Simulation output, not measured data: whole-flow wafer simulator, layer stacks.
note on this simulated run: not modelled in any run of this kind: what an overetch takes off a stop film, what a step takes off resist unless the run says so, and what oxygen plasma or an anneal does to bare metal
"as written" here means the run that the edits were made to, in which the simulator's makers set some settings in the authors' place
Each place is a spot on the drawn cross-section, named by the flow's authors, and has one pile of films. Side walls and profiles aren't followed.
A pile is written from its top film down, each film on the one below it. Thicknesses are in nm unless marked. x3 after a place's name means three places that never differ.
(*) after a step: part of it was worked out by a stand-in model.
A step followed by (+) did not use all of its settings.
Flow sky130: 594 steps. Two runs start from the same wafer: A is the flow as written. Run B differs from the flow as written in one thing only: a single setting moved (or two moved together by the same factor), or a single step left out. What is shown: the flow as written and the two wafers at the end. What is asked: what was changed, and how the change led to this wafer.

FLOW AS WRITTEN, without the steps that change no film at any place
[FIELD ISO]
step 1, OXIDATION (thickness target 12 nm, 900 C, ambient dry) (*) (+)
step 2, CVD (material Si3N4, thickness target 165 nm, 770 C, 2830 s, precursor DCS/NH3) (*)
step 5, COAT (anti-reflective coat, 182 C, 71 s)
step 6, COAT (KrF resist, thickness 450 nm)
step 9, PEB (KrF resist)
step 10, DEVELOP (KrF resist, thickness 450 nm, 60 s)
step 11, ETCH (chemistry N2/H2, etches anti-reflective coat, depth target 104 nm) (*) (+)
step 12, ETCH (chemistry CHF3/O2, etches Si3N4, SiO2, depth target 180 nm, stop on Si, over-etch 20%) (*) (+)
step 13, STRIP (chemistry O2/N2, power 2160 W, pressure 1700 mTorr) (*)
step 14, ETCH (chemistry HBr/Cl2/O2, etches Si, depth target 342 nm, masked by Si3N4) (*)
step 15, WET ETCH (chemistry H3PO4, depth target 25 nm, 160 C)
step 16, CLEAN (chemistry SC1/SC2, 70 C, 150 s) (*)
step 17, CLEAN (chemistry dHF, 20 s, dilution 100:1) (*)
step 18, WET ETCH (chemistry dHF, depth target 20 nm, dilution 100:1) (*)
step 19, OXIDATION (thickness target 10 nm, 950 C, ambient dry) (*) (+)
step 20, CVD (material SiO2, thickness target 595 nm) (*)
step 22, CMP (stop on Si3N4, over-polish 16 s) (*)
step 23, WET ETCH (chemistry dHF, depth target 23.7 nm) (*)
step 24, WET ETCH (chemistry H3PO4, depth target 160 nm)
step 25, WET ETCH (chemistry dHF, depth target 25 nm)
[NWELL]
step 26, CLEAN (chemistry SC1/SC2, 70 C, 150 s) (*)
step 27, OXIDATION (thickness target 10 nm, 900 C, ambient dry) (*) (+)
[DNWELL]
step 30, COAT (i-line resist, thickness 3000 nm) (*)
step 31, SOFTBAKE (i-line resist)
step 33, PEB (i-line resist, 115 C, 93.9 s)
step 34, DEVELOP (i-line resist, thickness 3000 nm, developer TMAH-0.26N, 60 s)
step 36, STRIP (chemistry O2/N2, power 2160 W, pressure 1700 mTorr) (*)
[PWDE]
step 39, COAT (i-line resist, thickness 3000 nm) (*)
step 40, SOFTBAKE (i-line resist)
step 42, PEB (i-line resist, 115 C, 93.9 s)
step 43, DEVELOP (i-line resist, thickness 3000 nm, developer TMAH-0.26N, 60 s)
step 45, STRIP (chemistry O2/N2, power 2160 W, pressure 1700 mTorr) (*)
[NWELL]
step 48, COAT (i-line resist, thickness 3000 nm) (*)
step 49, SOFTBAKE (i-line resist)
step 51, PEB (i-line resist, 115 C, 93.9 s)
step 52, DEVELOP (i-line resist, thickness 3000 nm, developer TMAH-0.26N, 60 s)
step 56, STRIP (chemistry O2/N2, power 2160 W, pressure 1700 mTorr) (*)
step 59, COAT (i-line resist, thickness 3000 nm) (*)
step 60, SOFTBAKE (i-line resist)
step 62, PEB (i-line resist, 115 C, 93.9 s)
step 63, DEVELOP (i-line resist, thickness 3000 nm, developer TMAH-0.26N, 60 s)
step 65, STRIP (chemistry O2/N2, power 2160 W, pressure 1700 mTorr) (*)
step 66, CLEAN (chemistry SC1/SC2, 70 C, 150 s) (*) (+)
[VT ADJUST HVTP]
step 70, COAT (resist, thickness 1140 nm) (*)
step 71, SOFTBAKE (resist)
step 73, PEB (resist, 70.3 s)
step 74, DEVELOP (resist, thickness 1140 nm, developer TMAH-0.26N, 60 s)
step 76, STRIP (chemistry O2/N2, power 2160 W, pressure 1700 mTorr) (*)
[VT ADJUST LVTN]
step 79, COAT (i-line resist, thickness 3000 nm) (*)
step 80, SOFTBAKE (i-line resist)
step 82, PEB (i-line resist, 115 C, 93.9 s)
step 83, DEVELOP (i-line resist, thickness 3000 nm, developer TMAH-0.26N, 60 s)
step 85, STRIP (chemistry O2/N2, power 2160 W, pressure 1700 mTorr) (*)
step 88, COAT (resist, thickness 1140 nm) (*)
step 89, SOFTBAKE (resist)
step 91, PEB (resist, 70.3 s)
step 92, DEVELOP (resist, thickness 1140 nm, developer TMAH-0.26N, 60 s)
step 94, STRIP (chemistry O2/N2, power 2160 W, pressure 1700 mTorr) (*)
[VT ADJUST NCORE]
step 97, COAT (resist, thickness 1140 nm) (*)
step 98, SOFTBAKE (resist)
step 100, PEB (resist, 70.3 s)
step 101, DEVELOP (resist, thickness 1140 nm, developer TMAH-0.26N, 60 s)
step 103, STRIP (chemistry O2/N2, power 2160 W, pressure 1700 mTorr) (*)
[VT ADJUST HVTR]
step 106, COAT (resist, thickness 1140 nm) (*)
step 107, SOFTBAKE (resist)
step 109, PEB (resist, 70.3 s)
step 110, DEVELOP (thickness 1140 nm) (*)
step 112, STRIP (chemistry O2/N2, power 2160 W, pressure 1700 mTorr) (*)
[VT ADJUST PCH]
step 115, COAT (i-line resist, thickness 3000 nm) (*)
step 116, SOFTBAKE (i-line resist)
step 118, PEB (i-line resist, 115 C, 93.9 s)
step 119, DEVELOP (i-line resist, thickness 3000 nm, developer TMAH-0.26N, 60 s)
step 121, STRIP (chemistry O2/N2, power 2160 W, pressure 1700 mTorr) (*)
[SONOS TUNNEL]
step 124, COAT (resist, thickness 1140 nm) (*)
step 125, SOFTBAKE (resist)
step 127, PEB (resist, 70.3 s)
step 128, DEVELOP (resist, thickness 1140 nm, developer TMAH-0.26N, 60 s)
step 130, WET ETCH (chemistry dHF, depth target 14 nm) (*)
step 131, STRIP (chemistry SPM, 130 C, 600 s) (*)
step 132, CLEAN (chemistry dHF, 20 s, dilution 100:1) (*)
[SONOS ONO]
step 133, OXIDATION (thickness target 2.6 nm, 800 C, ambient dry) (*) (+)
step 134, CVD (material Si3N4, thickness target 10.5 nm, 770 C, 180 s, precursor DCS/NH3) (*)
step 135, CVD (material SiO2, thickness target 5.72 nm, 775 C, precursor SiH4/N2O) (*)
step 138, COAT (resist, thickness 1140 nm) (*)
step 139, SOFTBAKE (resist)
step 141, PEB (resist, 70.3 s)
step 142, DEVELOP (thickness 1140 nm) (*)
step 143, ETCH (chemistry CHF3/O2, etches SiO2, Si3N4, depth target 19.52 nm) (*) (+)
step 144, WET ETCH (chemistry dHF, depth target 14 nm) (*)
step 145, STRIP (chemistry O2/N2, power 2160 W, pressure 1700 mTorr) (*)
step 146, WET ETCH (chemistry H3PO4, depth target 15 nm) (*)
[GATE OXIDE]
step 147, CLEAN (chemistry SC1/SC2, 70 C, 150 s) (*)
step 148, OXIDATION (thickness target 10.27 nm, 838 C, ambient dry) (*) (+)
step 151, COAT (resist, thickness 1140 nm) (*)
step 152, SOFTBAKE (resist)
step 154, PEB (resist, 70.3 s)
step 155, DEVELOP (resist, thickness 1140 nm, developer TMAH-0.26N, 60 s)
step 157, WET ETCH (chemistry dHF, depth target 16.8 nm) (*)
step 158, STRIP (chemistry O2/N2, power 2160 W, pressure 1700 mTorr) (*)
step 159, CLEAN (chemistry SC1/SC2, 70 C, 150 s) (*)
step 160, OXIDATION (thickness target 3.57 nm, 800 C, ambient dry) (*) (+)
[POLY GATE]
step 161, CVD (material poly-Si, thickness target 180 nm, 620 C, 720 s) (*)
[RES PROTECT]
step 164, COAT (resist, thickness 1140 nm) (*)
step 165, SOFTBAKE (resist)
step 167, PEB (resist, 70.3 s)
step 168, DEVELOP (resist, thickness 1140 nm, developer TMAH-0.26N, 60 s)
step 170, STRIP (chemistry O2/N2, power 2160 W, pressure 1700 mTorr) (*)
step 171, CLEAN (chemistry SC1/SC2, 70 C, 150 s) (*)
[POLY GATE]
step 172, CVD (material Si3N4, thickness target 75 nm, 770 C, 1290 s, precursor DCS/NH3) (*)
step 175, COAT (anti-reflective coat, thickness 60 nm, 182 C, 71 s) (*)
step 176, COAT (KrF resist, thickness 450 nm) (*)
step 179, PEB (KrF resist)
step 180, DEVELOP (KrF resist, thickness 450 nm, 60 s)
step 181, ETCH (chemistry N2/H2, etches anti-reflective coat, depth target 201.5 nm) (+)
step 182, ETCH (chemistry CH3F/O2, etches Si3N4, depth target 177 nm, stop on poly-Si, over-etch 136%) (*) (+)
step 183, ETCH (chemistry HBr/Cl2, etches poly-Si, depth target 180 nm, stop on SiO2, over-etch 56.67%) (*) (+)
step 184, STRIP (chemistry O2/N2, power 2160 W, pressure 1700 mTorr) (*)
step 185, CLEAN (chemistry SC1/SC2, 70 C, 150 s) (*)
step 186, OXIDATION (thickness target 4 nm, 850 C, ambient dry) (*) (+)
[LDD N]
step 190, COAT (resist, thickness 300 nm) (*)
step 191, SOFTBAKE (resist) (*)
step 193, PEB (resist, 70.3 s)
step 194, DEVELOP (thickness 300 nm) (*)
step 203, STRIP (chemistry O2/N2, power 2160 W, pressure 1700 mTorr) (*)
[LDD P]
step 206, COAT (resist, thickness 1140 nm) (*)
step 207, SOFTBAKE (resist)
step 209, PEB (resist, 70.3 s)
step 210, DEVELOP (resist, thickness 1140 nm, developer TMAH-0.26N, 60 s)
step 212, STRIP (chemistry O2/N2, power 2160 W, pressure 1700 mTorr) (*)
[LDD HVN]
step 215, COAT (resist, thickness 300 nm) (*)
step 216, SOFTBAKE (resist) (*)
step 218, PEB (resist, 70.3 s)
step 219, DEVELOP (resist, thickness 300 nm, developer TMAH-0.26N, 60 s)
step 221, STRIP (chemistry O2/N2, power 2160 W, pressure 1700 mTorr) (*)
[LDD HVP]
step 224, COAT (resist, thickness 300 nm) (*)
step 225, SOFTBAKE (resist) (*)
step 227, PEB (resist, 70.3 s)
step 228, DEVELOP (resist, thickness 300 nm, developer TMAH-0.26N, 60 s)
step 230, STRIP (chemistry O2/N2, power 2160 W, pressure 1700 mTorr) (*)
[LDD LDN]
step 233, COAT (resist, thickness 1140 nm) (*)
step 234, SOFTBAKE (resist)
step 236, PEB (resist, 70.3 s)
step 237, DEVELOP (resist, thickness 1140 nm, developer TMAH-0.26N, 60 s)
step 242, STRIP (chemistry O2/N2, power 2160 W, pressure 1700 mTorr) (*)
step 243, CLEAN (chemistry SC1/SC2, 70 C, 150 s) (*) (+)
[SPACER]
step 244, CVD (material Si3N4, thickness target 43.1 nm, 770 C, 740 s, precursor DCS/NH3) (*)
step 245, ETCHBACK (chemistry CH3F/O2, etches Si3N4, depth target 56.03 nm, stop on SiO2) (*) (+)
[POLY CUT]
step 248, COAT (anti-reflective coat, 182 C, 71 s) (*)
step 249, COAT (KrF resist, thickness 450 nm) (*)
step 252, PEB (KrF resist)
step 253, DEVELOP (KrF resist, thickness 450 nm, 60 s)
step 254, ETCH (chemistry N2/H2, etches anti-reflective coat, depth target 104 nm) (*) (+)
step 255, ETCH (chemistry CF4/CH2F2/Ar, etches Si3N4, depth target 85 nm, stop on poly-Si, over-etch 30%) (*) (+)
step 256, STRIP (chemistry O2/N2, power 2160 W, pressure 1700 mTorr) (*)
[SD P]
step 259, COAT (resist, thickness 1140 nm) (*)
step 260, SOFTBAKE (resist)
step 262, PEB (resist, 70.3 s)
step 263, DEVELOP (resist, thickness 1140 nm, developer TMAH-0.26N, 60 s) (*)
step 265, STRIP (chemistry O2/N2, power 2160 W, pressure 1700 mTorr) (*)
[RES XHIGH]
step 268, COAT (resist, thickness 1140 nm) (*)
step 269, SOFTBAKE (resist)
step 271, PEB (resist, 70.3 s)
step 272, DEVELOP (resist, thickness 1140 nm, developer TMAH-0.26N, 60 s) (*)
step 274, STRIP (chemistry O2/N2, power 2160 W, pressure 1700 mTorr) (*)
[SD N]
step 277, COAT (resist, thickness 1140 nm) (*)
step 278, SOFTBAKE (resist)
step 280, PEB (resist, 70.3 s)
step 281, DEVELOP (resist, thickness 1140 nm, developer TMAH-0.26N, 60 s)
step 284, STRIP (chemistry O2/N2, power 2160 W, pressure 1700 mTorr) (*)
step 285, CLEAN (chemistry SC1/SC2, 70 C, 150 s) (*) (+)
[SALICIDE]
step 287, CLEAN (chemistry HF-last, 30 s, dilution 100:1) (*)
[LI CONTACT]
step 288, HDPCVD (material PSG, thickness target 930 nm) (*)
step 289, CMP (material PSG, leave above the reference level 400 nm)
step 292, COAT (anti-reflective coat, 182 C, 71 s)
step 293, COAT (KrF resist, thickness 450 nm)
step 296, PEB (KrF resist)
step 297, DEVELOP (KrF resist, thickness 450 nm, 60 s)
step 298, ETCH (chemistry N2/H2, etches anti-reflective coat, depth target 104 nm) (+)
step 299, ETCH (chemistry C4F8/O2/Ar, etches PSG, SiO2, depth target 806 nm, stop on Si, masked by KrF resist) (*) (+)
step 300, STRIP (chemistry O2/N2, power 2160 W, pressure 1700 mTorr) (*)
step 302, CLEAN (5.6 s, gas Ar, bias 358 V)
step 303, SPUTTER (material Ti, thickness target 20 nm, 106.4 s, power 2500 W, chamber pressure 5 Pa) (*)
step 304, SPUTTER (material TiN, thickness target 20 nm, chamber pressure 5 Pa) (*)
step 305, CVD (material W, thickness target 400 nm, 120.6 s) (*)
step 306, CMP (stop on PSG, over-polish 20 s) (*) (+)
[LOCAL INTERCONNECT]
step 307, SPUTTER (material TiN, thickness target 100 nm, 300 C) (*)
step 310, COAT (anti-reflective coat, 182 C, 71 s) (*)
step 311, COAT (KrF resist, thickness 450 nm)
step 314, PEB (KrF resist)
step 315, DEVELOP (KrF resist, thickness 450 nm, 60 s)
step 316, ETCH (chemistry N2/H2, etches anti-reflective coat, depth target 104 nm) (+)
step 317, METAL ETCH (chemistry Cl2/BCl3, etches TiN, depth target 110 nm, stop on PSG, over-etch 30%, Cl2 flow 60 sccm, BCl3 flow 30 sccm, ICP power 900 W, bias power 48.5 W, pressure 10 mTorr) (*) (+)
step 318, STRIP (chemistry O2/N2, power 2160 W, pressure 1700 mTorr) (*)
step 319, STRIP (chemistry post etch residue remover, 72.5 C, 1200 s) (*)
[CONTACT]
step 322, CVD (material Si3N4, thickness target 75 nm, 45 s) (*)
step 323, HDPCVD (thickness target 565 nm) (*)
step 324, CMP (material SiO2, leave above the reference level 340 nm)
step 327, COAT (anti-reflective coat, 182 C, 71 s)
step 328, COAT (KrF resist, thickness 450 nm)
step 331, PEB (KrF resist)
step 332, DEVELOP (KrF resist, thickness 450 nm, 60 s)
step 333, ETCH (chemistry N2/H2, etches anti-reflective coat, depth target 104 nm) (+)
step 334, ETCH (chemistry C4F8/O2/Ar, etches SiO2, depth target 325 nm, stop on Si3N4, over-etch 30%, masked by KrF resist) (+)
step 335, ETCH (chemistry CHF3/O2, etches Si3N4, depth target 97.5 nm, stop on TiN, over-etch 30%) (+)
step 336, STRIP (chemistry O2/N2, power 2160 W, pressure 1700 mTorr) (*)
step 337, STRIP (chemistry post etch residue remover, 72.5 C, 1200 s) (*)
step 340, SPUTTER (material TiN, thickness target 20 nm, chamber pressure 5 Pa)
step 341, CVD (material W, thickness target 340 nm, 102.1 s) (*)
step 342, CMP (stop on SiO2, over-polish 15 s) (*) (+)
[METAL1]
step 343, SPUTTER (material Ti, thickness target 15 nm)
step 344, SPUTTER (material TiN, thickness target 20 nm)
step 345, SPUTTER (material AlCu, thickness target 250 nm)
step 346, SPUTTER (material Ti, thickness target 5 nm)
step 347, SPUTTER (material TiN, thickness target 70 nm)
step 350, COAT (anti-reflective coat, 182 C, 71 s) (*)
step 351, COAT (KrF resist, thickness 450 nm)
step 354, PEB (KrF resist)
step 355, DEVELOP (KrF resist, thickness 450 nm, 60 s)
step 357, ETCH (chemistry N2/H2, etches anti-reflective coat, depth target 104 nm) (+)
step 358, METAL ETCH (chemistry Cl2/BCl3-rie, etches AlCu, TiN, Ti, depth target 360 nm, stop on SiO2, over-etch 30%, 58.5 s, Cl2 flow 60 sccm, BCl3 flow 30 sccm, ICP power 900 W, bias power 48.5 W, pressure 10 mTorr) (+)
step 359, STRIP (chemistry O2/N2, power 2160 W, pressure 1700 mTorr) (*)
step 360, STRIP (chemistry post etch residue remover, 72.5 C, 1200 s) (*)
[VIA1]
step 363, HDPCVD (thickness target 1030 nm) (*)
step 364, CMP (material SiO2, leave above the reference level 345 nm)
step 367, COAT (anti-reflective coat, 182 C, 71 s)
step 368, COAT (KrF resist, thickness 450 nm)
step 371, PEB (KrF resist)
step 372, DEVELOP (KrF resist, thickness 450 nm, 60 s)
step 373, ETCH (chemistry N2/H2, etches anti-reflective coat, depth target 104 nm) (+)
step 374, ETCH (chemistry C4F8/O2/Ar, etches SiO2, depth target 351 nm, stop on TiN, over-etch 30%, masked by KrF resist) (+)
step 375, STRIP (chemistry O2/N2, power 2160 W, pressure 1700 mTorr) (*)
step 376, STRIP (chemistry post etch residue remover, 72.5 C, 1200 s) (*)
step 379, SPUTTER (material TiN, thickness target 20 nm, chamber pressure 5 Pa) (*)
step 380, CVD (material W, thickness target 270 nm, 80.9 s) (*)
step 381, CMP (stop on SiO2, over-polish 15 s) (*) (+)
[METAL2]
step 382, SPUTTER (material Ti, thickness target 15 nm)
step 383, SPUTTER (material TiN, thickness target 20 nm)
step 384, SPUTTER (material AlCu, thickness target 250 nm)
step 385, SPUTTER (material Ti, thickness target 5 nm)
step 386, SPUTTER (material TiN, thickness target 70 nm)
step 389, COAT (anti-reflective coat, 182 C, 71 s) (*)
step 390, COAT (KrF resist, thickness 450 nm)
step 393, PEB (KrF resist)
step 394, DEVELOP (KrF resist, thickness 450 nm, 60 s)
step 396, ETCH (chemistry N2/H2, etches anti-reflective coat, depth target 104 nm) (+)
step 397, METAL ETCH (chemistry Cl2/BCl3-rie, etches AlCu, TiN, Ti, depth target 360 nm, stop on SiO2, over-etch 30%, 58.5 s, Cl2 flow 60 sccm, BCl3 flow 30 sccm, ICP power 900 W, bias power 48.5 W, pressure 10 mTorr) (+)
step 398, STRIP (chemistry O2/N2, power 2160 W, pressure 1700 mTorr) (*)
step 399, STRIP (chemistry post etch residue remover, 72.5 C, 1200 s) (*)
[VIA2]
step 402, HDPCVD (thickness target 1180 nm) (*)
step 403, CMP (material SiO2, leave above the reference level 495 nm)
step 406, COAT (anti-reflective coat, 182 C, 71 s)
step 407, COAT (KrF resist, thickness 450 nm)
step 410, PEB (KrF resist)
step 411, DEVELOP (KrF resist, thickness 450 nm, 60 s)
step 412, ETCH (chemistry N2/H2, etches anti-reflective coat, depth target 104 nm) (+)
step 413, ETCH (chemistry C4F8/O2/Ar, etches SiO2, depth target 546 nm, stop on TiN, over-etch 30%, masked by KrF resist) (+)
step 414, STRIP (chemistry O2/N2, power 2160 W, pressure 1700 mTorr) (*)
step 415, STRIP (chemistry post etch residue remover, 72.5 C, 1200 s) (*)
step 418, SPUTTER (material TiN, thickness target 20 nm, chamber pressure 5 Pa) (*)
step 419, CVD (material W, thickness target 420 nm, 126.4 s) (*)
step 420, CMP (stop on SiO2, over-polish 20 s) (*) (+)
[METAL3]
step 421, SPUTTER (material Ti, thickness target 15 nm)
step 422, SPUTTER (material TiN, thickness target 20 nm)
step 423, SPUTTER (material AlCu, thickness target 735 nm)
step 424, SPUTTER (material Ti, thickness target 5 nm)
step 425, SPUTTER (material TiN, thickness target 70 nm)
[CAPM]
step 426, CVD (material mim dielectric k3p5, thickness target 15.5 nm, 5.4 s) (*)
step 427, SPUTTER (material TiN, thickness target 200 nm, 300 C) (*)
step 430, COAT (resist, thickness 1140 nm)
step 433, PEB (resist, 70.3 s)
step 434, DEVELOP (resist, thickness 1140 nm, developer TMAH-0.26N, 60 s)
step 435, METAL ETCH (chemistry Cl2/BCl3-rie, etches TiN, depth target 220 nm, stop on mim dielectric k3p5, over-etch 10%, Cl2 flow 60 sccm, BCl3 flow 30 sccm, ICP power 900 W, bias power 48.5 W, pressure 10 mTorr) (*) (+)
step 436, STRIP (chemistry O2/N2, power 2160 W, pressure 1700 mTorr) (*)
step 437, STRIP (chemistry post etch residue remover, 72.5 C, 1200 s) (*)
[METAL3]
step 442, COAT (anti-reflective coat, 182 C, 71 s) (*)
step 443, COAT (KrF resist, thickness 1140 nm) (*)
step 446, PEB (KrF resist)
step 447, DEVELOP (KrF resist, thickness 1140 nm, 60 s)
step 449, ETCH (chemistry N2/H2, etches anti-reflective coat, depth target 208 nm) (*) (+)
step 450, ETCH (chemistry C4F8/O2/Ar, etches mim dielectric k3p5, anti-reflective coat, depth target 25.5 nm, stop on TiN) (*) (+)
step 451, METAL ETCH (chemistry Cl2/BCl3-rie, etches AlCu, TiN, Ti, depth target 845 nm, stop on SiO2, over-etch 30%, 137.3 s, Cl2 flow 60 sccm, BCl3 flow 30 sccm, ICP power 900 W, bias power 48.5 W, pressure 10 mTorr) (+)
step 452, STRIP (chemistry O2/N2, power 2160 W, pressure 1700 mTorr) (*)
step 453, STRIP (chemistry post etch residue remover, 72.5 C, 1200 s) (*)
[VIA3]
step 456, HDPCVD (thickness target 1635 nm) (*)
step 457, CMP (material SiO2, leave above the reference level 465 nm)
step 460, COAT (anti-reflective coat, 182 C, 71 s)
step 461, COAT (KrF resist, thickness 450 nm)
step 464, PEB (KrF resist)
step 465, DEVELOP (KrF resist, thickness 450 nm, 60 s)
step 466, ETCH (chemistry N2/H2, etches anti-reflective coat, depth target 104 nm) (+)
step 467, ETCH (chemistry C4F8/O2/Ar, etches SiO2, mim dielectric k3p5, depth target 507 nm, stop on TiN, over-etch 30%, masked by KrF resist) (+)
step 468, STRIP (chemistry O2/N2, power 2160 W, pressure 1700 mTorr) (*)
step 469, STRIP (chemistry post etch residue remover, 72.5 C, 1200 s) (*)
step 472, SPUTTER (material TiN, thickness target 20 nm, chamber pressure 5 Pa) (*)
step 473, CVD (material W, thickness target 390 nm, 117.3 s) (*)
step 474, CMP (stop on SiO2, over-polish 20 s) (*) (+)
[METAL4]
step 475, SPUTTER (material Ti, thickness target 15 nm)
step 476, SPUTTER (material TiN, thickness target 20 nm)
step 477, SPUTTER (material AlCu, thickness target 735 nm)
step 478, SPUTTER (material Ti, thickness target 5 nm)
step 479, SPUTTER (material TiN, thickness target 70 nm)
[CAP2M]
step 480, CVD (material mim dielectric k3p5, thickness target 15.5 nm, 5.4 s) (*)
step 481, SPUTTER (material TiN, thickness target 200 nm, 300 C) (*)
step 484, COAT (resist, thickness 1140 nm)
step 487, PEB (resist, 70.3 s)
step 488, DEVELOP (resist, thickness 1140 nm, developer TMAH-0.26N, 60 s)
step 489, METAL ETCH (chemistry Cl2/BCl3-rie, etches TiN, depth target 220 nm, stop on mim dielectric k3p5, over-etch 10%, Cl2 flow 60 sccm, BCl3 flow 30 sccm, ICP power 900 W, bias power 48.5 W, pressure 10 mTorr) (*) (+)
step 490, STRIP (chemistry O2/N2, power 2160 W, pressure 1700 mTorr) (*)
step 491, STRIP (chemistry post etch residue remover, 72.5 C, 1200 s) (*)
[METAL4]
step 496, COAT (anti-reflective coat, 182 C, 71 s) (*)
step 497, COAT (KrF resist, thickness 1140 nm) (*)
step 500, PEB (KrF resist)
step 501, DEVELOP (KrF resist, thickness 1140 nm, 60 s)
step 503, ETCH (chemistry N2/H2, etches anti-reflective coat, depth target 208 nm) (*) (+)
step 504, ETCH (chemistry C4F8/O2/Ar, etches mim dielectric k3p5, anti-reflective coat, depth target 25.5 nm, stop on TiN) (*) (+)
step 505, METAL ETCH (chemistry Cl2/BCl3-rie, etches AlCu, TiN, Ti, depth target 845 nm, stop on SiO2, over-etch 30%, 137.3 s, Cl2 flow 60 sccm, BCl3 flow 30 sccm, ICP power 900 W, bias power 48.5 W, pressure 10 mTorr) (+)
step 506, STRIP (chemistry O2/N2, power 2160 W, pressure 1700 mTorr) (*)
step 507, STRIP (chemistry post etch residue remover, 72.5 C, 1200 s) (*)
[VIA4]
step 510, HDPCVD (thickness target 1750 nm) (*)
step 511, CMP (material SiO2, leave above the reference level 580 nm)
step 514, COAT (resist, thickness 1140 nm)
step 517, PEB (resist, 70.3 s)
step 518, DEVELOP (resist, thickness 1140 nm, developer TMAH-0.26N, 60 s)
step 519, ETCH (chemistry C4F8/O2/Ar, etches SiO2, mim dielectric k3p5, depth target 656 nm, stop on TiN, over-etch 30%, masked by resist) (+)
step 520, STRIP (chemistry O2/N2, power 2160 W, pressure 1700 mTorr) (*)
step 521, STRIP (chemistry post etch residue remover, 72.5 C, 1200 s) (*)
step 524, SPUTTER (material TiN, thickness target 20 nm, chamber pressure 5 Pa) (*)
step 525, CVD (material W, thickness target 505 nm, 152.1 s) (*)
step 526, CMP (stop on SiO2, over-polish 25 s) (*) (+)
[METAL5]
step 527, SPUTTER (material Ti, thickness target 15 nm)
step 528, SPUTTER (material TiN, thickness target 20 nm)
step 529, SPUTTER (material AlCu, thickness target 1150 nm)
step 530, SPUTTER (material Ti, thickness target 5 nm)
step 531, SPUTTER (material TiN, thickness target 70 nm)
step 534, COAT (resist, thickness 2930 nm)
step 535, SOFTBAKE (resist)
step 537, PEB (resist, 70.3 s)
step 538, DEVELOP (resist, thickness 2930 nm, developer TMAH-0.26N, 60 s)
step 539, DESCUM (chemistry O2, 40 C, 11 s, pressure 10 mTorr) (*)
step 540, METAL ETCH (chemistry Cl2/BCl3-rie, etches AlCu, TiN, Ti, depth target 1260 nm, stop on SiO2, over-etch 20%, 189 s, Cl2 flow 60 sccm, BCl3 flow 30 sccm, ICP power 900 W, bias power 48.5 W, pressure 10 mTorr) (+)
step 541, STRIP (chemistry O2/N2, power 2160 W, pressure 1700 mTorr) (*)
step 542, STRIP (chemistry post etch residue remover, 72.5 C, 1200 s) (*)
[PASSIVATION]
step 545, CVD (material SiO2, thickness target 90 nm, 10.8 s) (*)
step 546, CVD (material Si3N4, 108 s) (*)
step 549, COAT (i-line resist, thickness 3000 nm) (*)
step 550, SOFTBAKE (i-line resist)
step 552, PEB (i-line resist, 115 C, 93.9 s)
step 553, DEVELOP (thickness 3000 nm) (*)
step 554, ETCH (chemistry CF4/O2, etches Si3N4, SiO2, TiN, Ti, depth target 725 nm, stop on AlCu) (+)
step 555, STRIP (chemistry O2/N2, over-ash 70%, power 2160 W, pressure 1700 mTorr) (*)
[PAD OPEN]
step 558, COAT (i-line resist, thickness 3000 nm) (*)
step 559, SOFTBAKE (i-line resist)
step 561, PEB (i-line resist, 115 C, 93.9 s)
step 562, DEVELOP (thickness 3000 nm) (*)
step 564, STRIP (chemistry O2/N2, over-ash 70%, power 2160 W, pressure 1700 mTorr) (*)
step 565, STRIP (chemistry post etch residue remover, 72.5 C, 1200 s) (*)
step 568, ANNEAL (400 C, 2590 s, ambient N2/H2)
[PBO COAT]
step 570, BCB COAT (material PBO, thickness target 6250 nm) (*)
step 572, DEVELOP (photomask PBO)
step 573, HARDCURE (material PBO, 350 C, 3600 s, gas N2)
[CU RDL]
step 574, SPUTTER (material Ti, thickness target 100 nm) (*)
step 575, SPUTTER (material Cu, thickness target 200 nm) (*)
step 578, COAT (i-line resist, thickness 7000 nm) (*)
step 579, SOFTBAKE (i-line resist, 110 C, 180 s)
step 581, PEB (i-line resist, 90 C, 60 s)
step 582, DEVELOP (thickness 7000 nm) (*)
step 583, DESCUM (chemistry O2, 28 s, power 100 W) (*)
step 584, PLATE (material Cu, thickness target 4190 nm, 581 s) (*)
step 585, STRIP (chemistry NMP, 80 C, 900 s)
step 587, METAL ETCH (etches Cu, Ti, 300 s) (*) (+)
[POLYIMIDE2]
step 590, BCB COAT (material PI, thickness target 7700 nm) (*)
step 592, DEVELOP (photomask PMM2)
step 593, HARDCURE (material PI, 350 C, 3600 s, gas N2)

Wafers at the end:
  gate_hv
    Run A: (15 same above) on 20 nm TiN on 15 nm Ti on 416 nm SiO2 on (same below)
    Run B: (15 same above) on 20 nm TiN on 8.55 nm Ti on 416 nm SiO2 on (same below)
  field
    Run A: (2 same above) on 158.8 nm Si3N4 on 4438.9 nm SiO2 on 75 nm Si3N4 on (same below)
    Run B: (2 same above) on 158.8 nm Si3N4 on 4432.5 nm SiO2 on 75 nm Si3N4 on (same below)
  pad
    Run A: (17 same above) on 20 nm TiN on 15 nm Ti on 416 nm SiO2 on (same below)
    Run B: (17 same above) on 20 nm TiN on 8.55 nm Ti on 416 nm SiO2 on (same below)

The reason: step 421, SPUTTER: thickness target 8.55 nm was run, though the flow has thickness target 15 nm.
The wafer itself shows it: gate_hv has Ti 8.55, and step 421 as written asks for 15 nm.

Step by step, how the change led to this:
  step 421, SPUTTER (material Ti, thickness target 15 nm)
      field, active, n_well and 188 more: A Ti gains 15 (new film) | B Ti gains 8.55 (new film)
  step 451, METAL ETCH (chemistry Cl2/BCl3-rie, etches AlCu, TiN, Ti, depth target 845 nm, stop on SiO2, over-etch 30%, 137.3 s, Cl2 flow 60 sccm, BCl3 flow 30 sccm, ICP power 900 W, bias power 48.5 W, pressure 10 mTorr) (+)
      field, gate, spacer and 68 more: A TiN loses 70 (all of it), Ti loses 5 (all of it), AlCu loses 735 (all of it), TiN loses 20 (all of it), Ti loses 15 (all of it), SiO2 loses 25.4 | B TiN loses 70 (all of it), Ti loses 5 (all of it), AlCu loses 735 (all of it), TiN loses 20 (all of it), Ti loses 8.55 (all of it), SiO2 loses 26
      active, vpp_ln, vpp_iso2 and 11 more: A TiN loses 70 (all of it), Ti loses 5 (all of it), AlCu loses 735 (all of it), TiN loses 20 (all of it), Ti loses 15 (all of it), SiO2 loses 25.3 | B TiN loses 70 (all of it), Ti loses 5 (all of it), AlCu loses 735 (all of it), TiN loses 20 (all of it), Ti loses 8.55 (all of it), SiO2 loses 26
